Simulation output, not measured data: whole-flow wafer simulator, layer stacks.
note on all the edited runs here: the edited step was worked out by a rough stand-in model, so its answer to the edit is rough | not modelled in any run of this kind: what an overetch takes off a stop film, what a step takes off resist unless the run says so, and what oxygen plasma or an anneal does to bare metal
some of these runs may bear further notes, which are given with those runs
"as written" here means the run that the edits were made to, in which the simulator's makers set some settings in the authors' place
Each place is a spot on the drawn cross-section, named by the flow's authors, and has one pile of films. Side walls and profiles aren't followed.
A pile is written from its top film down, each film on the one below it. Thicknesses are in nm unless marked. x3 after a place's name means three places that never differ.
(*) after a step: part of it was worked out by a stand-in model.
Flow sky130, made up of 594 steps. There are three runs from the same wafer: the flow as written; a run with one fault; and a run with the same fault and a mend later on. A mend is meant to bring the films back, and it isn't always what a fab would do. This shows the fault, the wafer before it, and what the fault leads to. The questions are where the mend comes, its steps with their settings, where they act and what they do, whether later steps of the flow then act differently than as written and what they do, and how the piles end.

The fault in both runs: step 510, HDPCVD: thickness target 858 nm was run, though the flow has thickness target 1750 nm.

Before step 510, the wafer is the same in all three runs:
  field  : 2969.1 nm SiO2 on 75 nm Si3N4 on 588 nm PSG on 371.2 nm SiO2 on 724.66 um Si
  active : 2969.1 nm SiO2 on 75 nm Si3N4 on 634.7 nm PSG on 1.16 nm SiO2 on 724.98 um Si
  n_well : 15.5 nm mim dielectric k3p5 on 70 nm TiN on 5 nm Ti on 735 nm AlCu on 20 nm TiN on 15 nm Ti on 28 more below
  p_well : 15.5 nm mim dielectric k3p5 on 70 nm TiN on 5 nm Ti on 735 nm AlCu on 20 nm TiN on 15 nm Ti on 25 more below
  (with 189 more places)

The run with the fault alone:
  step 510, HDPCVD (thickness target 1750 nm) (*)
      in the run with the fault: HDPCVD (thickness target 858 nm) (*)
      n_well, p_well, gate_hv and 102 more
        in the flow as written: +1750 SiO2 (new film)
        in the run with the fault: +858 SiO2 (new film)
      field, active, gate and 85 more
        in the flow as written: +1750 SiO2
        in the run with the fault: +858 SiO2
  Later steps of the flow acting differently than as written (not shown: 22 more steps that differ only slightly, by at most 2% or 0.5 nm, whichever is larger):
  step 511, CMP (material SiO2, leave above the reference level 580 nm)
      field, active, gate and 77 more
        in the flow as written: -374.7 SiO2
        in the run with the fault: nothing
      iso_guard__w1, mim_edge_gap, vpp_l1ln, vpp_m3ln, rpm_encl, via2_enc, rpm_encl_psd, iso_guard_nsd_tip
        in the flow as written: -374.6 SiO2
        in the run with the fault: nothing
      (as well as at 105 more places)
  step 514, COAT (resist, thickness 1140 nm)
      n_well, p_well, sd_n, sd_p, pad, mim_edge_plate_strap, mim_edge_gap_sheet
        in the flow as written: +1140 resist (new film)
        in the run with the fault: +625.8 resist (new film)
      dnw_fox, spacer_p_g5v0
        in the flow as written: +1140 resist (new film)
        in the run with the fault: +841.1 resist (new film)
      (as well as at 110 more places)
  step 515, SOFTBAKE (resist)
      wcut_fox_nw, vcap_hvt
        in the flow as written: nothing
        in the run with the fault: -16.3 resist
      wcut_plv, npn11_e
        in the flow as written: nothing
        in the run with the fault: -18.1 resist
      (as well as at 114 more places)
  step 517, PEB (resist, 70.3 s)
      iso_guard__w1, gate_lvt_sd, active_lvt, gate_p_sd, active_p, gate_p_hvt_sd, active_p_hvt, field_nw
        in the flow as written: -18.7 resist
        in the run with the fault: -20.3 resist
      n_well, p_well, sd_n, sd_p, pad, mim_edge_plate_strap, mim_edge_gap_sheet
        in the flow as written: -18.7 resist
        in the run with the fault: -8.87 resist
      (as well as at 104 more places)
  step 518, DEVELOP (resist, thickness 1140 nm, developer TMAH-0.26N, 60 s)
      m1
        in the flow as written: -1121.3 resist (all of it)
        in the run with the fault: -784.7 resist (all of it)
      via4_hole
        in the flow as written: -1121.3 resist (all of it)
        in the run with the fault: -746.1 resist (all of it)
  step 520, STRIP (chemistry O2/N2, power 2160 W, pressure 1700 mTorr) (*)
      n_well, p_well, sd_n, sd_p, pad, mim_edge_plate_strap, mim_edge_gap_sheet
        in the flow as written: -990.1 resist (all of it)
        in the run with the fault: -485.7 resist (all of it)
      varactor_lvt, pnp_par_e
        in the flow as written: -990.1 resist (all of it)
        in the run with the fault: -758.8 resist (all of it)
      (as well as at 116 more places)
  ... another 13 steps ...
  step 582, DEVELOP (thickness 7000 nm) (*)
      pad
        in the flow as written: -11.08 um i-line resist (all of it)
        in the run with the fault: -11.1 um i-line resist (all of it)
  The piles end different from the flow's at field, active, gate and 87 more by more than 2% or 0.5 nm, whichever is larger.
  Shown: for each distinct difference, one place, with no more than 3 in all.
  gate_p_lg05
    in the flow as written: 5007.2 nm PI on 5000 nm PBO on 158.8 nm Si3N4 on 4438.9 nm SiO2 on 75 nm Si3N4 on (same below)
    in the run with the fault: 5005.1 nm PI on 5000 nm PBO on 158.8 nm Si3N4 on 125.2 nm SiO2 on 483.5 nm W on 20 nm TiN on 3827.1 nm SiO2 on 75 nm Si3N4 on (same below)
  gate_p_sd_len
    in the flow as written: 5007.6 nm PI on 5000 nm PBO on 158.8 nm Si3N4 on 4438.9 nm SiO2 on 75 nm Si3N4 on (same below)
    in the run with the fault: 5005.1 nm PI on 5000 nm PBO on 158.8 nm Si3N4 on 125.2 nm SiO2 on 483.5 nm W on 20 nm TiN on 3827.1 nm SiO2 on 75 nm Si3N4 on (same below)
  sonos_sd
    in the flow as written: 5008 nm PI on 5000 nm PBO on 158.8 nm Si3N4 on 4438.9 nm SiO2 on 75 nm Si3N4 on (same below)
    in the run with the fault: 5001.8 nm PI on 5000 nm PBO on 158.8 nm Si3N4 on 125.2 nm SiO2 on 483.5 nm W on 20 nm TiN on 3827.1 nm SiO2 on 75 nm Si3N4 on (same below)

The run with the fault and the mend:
  The mend stands after step 510.
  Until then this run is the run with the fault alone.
  step 510a, HDPCVD (thickness target 892 nm) (*) (the flow's step 510 again, with other settings)
      field, active, n_well and 190 more
        +892 SiO2
  Later steps of the flow that are run all act as written at every place that is followed.
  At every place that both follow, the piles at the end match the flow's.
